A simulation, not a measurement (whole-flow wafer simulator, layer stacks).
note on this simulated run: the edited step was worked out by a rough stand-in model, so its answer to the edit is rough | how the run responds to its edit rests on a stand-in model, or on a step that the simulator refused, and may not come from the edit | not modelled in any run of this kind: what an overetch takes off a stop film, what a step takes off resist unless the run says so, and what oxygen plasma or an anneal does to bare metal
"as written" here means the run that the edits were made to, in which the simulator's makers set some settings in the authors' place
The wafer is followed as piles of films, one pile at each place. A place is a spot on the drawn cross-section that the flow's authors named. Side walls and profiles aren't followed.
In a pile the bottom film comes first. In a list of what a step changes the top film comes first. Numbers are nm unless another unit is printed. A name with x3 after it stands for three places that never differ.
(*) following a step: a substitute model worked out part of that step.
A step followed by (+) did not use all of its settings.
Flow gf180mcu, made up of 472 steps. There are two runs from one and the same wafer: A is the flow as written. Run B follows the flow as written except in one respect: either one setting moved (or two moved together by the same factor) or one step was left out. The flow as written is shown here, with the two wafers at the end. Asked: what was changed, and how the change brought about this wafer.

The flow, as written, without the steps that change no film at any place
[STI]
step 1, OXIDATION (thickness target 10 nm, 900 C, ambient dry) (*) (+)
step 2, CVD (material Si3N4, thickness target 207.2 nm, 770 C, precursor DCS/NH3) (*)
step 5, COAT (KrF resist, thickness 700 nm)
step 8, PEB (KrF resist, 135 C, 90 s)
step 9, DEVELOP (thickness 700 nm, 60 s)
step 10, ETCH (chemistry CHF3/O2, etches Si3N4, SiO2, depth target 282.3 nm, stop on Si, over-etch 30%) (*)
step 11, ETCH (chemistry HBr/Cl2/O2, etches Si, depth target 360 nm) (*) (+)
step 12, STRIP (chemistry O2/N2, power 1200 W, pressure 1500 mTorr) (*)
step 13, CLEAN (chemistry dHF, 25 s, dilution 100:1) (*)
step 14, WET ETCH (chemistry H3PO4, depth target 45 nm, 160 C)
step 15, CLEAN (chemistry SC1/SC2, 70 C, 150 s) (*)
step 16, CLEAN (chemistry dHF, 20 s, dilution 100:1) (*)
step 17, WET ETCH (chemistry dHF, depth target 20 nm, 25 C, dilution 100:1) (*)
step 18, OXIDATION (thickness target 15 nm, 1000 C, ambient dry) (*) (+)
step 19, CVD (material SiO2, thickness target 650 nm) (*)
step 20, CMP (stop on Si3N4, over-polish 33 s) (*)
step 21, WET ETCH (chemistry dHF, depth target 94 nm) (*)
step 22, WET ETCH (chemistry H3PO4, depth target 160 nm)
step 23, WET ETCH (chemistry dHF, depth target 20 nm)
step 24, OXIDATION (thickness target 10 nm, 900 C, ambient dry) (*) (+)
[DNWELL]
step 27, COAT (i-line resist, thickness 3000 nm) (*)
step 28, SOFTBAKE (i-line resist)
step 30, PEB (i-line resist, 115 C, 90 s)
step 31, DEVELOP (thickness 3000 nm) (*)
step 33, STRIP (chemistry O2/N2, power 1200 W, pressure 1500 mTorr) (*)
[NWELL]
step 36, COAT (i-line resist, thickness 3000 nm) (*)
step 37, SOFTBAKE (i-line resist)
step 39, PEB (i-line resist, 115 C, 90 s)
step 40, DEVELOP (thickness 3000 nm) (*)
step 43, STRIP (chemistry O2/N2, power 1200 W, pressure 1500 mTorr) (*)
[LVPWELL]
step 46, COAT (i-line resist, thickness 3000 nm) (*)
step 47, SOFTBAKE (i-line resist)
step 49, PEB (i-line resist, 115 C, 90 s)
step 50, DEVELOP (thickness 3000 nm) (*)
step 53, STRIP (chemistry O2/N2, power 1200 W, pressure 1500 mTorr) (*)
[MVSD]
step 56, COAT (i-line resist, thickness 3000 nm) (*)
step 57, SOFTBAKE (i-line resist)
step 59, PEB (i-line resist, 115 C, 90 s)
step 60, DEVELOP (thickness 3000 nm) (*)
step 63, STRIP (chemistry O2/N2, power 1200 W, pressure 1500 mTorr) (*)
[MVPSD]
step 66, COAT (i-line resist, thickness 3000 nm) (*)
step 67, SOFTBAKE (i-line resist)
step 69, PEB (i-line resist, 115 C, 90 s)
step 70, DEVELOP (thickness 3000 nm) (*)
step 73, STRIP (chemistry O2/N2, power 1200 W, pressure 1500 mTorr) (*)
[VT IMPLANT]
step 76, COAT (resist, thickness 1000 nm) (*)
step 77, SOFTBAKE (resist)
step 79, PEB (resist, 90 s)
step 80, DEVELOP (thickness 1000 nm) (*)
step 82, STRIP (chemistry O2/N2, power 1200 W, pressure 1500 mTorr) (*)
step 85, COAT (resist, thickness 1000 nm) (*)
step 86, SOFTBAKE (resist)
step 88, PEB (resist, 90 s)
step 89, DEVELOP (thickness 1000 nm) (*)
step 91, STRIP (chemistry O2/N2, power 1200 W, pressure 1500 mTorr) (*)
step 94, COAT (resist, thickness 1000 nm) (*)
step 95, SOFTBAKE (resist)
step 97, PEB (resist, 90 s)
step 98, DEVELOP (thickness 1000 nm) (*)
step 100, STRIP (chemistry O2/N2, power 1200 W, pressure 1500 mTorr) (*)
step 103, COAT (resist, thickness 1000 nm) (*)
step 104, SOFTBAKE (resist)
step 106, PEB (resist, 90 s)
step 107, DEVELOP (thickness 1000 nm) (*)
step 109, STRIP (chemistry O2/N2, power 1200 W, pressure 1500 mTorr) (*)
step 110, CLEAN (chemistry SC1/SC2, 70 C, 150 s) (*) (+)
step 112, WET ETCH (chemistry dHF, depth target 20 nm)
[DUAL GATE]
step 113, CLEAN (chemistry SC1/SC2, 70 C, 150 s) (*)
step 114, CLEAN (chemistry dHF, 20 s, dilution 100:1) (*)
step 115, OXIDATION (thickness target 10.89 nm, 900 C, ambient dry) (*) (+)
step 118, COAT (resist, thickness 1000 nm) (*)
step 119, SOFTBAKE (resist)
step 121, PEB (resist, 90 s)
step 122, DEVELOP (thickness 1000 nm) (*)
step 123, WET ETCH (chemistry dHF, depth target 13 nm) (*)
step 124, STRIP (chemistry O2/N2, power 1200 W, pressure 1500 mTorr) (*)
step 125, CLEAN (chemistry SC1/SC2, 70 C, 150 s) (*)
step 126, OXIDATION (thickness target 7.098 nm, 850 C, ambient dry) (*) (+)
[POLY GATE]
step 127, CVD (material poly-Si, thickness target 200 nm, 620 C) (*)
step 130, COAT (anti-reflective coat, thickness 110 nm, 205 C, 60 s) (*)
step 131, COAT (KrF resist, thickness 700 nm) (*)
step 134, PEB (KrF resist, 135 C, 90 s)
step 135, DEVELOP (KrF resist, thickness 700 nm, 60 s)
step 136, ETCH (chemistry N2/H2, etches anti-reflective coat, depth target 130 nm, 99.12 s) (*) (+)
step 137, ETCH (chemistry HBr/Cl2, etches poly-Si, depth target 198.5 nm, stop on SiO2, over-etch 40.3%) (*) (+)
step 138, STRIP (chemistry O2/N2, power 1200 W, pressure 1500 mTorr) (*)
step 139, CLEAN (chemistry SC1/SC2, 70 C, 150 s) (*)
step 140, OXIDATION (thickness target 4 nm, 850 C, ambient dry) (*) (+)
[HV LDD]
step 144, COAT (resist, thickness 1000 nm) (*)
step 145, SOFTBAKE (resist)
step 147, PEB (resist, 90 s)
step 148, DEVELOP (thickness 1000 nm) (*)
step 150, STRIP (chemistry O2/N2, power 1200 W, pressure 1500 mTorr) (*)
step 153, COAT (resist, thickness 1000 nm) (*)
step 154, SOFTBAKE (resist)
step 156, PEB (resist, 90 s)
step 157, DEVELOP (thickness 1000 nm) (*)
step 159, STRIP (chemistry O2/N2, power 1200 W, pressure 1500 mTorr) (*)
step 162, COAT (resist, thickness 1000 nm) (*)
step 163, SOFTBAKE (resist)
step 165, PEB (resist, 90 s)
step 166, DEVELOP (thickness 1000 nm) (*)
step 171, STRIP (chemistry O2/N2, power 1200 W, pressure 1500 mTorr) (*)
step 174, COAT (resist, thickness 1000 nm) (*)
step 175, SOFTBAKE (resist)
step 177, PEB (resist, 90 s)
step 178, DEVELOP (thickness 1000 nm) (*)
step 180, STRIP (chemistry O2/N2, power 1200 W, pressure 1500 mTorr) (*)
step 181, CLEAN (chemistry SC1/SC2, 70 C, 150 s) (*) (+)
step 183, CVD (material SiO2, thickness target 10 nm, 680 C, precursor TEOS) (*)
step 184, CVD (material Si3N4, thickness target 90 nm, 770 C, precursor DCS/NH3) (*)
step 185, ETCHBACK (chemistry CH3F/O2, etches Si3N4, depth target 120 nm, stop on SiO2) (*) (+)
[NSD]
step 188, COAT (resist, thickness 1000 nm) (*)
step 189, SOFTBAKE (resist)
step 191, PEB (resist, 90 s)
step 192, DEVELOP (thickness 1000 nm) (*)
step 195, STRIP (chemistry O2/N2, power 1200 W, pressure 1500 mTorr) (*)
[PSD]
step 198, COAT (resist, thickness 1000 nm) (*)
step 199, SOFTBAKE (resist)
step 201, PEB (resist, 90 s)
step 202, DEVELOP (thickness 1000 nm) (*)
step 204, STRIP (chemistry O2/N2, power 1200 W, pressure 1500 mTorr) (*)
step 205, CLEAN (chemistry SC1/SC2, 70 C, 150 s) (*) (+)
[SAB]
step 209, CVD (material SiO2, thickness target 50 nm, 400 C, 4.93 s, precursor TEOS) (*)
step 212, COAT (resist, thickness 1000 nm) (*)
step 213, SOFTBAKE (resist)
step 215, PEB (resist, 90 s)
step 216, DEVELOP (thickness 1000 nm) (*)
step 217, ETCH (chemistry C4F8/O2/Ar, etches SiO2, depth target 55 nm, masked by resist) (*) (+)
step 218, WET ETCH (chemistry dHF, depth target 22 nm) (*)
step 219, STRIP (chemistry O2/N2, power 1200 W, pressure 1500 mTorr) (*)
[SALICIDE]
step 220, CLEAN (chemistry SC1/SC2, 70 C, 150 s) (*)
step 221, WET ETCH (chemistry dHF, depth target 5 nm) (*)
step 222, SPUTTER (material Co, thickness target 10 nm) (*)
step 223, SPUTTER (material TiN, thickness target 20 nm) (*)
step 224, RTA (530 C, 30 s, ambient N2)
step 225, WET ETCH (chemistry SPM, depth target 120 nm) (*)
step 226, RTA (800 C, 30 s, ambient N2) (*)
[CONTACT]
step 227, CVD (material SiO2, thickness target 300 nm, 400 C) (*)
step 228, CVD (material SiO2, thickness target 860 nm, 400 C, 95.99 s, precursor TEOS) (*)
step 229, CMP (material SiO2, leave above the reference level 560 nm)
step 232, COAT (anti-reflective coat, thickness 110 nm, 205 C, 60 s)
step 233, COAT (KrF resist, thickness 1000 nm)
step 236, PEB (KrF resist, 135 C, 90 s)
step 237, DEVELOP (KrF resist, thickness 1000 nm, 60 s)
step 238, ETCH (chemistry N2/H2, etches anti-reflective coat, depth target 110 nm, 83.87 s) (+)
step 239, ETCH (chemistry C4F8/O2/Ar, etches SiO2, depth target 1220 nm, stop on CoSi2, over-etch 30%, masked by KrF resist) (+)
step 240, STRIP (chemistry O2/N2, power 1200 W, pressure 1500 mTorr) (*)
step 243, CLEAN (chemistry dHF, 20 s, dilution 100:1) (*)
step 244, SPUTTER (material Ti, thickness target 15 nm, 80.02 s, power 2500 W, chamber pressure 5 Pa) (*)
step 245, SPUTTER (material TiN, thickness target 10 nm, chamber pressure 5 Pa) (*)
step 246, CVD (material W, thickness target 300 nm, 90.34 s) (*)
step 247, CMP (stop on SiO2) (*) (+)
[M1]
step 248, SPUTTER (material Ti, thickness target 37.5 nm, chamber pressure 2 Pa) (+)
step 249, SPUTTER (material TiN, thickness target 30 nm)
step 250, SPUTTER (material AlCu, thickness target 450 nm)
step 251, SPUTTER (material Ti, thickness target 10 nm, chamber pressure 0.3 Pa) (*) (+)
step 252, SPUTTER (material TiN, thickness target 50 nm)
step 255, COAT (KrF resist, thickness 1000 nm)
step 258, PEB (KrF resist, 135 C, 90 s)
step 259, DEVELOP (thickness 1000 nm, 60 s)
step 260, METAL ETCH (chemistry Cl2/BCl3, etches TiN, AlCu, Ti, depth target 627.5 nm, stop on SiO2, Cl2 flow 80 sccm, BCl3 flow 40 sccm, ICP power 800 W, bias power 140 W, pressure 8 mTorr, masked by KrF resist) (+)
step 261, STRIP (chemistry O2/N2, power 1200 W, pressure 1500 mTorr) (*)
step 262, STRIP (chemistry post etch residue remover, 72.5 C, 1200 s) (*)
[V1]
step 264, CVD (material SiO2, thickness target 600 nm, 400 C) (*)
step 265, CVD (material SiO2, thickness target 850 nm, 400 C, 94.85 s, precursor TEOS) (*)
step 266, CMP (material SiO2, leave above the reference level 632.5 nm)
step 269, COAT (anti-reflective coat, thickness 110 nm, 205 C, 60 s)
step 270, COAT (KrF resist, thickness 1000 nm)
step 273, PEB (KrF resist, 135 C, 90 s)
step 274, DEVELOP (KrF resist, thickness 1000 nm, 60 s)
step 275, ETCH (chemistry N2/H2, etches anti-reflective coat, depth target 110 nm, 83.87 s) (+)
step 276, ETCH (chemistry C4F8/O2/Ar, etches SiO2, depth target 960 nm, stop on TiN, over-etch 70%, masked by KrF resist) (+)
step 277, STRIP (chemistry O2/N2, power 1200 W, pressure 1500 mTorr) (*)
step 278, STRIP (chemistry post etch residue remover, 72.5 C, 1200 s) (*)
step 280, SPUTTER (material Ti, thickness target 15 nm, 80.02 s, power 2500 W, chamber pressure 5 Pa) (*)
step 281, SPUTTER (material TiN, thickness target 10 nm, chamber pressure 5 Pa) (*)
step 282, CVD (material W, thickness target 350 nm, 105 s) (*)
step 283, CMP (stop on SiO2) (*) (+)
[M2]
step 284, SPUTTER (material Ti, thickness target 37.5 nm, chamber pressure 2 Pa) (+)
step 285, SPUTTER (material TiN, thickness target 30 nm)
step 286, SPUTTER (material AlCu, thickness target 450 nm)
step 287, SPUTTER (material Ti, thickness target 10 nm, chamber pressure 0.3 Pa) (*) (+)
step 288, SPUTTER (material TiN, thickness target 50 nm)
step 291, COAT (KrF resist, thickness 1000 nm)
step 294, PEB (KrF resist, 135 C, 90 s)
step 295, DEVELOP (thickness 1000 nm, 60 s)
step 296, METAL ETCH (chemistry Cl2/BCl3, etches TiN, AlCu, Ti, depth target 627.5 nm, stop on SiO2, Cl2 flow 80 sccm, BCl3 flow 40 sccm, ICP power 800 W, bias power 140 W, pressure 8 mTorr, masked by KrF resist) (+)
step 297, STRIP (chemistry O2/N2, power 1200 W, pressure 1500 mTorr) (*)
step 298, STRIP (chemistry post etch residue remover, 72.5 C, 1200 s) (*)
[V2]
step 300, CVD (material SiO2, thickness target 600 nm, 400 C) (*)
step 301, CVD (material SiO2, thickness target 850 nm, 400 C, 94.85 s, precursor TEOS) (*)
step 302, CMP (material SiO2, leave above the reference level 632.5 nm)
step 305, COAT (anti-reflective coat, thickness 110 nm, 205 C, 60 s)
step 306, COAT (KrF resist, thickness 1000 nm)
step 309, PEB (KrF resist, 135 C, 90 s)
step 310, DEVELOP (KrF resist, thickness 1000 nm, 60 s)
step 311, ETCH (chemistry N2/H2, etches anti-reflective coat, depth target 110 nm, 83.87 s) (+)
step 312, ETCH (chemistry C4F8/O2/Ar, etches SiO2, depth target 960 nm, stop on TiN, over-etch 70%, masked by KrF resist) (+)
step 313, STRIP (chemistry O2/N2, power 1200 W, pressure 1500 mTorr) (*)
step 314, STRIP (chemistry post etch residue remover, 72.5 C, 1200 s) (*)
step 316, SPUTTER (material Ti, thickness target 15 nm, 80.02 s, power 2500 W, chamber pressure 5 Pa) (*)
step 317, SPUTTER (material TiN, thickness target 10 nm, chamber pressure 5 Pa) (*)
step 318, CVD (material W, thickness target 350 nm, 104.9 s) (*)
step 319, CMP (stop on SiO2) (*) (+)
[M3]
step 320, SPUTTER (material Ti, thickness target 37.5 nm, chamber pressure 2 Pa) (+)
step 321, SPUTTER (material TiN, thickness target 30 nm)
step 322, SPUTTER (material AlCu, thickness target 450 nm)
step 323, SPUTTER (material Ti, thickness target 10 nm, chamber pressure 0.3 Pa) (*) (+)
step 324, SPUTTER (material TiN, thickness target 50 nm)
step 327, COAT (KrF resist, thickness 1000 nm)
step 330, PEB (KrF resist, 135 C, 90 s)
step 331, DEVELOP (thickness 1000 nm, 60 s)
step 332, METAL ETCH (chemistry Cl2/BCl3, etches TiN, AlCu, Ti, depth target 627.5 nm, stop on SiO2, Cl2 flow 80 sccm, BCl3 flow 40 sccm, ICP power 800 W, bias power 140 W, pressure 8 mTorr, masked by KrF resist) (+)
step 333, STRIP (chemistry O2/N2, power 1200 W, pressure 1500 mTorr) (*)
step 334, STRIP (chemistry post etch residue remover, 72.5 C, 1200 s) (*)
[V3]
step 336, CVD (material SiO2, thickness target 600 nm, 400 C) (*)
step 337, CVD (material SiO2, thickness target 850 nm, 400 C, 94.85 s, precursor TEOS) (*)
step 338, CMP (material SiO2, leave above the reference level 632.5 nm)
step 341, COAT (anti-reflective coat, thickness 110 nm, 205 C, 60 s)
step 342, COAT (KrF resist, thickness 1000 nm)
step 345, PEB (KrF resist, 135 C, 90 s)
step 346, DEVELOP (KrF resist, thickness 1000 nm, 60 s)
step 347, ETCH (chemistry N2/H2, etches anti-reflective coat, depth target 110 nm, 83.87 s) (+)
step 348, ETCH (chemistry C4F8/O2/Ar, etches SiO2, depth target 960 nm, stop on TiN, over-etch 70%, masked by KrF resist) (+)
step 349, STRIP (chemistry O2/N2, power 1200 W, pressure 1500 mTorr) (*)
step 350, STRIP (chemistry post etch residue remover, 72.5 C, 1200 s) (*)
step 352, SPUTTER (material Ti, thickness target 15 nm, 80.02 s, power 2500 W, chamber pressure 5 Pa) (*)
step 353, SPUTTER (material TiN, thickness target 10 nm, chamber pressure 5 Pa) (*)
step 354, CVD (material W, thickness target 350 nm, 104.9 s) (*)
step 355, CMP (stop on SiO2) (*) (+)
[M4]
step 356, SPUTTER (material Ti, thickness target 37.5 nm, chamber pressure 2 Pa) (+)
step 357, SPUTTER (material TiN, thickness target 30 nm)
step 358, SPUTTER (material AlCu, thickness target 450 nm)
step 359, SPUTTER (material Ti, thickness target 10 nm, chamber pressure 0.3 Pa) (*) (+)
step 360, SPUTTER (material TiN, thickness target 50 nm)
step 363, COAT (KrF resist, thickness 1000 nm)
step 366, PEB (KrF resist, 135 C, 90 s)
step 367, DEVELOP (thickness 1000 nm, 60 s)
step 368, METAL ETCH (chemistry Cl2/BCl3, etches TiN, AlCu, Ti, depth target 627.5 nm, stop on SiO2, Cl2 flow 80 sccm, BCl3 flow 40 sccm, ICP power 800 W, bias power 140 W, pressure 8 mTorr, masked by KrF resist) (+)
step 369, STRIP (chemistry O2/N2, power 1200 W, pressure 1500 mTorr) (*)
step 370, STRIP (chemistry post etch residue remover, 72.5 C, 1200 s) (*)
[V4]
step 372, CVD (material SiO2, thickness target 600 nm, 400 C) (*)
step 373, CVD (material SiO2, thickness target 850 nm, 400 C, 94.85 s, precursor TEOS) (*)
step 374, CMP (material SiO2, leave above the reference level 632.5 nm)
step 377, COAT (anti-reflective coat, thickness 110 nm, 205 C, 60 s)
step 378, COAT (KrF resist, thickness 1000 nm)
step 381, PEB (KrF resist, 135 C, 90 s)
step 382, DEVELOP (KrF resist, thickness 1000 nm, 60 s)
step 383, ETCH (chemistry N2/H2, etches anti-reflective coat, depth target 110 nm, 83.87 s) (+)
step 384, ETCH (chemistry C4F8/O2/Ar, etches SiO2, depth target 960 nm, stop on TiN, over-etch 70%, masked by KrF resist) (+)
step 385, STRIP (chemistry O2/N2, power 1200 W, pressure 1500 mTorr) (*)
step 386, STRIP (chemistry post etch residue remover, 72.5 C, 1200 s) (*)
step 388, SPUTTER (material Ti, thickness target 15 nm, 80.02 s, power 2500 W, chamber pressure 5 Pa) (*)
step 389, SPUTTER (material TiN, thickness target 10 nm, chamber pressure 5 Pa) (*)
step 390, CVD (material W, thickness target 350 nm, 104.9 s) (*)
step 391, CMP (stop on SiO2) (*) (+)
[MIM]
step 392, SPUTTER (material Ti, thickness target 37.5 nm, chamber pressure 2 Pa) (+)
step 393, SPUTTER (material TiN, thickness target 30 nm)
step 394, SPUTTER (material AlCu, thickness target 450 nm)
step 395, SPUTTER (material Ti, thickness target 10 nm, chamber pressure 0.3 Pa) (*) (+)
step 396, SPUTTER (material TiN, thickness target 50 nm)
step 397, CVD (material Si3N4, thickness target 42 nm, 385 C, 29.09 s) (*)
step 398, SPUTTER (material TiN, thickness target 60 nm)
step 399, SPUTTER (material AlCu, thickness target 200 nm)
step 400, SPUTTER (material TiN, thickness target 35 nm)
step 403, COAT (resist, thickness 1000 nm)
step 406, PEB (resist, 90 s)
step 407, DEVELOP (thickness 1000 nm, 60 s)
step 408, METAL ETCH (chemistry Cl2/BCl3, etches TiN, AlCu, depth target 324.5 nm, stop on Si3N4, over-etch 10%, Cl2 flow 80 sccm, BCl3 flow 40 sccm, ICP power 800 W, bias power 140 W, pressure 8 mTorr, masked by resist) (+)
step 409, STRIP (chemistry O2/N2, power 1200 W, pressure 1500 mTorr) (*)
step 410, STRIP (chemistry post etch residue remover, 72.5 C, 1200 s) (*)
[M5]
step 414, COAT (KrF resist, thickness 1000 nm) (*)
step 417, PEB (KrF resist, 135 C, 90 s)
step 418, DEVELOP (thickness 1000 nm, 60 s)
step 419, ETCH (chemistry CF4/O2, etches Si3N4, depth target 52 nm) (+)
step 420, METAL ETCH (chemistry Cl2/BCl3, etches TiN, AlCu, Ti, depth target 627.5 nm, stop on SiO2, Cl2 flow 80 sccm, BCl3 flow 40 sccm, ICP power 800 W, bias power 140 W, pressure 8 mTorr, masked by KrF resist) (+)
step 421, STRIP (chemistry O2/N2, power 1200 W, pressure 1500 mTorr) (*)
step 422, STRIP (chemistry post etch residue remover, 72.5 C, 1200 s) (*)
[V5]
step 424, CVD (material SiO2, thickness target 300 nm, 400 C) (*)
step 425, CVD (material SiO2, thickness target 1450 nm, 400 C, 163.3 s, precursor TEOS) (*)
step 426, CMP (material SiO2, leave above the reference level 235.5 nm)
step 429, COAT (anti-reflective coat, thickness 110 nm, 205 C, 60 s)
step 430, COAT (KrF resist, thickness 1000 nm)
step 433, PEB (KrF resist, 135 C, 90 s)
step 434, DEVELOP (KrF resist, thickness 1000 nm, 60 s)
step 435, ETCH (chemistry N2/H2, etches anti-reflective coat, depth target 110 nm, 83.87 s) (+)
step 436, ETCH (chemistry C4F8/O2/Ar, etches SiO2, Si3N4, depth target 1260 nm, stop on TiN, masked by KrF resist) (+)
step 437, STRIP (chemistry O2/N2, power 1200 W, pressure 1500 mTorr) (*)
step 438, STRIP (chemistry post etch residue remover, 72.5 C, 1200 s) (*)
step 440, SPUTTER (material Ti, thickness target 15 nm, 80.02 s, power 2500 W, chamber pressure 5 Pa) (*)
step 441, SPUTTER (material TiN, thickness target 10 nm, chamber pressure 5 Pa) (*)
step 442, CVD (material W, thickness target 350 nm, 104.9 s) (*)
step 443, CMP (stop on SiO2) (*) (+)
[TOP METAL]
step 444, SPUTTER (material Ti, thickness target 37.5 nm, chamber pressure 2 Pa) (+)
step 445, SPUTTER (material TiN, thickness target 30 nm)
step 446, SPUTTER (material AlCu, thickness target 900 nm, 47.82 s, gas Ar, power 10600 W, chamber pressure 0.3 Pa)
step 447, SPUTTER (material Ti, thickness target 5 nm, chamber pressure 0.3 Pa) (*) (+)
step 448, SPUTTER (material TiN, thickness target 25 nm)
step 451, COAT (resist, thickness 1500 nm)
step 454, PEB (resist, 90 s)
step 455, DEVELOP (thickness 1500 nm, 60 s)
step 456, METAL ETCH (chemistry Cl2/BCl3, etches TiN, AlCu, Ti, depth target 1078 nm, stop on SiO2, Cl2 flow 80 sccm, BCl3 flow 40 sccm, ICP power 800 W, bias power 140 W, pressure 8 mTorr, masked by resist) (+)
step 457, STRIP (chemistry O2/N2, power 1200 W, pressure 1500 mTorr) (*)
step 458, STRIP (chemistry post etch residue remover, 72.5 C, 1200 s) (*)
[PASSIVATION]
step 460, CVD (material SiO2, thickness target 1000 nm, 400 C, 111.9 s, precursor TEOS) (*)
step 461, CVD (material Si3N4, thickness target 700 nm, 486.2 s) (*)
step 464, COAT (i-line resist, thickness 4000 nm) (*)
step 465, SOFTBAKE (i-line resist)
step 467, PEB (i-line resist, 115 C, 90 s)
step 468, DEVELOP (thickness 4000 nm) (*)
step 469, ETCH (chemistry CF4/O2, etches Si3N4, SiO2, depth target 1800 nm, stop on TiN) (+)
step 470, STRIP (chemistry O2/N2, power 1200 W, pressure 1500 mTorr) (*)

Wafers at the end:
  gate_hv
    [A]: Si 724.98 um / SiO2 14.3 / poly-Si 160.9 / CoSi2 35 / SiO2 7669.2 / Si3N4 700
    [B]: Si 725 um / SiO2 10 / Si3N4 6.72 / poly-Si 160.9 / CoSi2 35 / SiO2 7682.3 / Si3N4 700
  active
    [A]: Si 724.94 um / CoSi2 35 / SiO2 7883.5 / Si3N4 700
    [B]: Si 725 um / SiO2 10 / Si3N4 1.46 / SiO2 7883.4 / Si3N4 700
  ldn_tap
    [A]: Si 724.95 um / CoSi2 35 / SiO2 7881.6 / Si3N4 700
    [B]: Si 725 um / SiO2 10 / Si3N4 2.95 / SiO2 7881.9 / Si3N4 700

What caused this: step 2, CVD: thickness target 227.9 nm was run, though the flow has thickness target 207.2 nm.

How this came from the change, step by step:
  step 2, CVD (material Si3N4, thickness target 207.2 nm, 770 C, precursor DCS/NH3) (*)
      field, field_sub, active and 77 more: A Si3N4 gains 207.2 (new film) | B Si3N4 gains 227.9 (new film)
  step 10, ETCH (chemistry CHF3/O2, etches Si3N4, SiO2, depth target 282.3 nm, stop on Si, over-etch 30%) (*)
      field, field_sub, sti and 34 more: A Si3N4 loses 207.2 (all of it), SiO2 loses 10 (all of it), Si loses 13 | B Si3N4 loses 227.9 (all of it), SiO2 loses 10 (all of it), Si loses 8.89
  step 20, CMP (stop on Si3N4, over-polish 33 s) (*)
      sti, mim_1p0, pad and 11 more: A SiO2 loses 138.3 | B SiO2 loses 117.6
      nw_enc_fld, nw_enc_fld_lv: A SiO2 loses 142.4 | B SiO2 loses 121.6
      (as well as at 10 more places)
  step 22, WET ETCH (chemistry H3PO4, depth target 160 nm)
      active, n_well, p_well and 40 more: A Si3N4 loses 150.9 (all of it), SiO2 loses 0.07 | B Si3N4 loses 160.1
  step 23, WET ETCH (chemistry dHF, depth target 20 nm)
      active, n_well, p_well and 40 more: A SiO2 loses 9.93 (all of it) | B Si3N4 loses 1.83
  step 24, OXIDATION (thickness target 10 nm, 900 C, ambient dry) (*) (+)
      active, n_well, p_well and 40 more: A SiO2 gains 10 (new film), Si loses 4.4 | B nothing
  step 28, SOFTBAKE (i-line resist)
      field: A i-line resist gains 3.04 | B i-line resist gains 3.63
      gate_hv: A i-line resist gains 3.15 | B i-line resist gains 3.71
      (as well as at 29 more places)
  step 37, SOFTBAKE (i-line resist)
      field: A i-line resist gains 3.04 | B i-line resist gains 3.63
      gate_hv: A i-line resist gains 3.15 | B i-line resist gains 3.71
      (as well as at 29 more places)
  step 47, SOFTBAKE (i-line resist)
      field: A i-line resist gains 3.04 | B i-line resist gains 3.63
      gate_hv: A i-line resist gains 3.15 | B i-line resist gains 3.71
      (as well as at 29 more places)
  step 57, SOFTBAKE (i-line resist)
      field: A i-line resist gains 3.04 | B i-line resist gains 3.63
      gate_hv: A i-line resist gains 3.15 | B i-line resist gains 3.71
      (as well as at 29 more places)
  step 67, SOFTBAKE (i-line resist)
      field: A i-line resist gains 3.04 | B i-line resist gains 3.63
      gate_hv: A i-line resist gains 3.15 | B i-line resist gains 3.71
      (as well as at 29 more places)
  step 112, WET ETCH (chemistry dHF, depth target 20 nm)
      active, n_well, p_well and 40 more: A SiO2 loses 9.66 (all of it) | B Si3N4 loses 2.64
  step 113, CLEAN (chemistry SC1/SC2, 70 C, 150 s) (*)
      active, n_well, p_well and 40 more: A chemical SiO2 gains 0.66 (new film), Si loses 1.83 | B Si3N4 loses 0.07
  step 114, CLEAN (chemistry dHF, 20 s, dilution 100:1) (*)
      active, n_well, p_well and 40 more: A chemical SiO2 loses 0.66 (all of it) | B Si3N4 loses 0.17
  step 115, OXIDATION (thickness target 10.89 nm, 900 C, ambient dry) (*) (+)
      active, n_well, p_well and 40 more: A SiO2 gains 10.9 (new film), Si loses 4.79 | B nothing
  step 123, WET ETCH (chemistry dHF, depth target 13 nm) (*)
      active, n_well, p_well and 12 more: A SiO2 loses 10.9 (all of it) | B Si3N4 loses 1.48
  ... another 26 steps ...
  step 471, ANNEAL (400 C, 1800 s, ambient N2/H2)
      contact: A nothing | B under 49 films: void gains 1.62 (new film), Ti loses 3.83, TiSi first gains 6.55 (new film), Si loses 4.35
Taking metal films that touch as one body, active has 0 bodies; the flow as written gives 1 body.
Taking metal films that touch as one body, ldn_tap has 0 bodies; the flow as written gives 1 body.
